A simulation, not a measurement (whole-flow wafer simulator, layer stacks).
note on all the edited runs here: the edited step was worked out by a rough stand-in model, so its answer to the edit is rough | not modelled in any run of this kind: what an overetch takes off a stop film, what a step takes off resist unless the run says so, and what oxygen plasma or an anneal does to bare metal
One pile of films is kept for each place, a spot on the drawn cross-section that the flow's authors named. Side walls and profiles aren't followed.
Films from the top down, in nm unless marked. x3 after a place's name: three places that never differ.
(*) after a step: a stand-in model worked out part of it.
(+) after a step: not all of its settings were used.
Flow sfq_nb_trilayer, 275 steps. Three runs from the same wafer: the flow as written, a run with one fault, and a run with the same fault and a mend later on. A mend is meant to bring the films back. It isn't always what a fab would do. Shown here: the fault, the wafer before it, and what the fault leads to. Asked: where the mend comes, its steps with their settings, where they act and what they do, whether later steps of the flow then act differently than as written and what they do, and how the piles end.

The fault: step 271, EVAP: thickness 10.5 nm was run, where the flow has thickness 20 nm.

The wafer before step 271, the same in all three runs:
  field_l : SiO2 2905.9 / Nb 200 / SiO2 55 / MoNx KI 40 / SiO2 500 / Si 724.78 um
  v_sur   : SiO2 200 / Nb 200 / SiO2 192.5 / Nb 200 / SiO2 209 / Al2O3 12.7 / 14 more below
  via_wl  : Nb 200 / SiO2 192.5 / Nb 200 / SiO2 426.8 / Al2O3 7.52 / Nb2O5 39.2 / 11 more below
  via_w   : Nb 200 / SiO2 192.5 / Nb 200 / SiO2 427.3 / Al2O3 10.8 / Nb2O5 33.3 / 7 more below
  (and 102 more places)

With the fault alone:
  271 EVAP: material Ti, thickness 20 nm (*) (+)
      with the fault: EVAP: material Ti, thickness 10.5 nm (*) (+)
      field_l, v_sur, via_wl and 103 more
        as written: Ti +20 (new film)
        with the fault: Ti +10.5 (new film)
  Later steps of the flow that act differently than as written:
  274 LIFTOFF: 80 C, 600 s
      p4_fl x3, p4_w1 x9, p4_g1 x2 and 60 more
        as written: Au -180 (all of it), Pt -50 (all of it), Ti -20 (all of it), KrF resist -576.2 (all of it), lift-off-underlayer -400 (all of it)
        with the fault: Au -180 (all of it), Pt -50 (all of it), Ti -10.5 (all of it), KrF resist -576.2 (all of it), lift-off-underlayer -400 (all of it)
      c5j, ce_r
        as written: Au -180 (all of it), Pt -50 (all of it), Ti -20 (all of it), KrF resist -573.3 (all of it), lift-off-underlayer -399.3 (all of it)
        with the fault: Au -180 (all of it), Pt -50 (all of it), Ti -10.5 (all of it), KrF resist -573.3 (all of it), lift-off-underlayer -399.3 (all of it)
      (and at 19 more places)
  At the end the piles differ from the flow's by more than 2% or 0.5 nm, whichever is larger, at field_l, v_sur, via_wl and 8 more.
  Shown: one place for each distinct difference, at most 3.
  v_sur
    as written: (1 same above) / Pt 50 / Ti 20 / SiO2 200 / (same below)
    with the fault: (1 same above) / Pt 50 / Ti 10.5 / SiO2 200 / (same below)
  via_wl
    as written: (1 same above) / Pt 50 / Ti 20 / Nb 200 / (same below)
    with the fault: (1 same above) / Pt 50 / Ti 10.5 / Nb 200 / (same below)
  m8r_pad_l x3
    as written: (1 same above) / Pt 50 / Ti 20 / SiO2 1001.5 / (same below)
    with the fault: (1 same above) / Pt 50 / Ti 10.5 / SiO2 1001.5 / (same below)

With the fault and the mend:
  The mend comes after step 271.
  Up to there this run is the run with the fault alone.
  271a EVAP: material Ti, thickness 9.5 nm (*) (+) (the flow's step 271 once more, with other settings)
      field_l, v_sur, via_wl and 103 more
        Ti +9.5
  No later step of the flow acts differently than as written at any place that is followed.
  At the end the piles are the same as the flow's at every place that both follow.
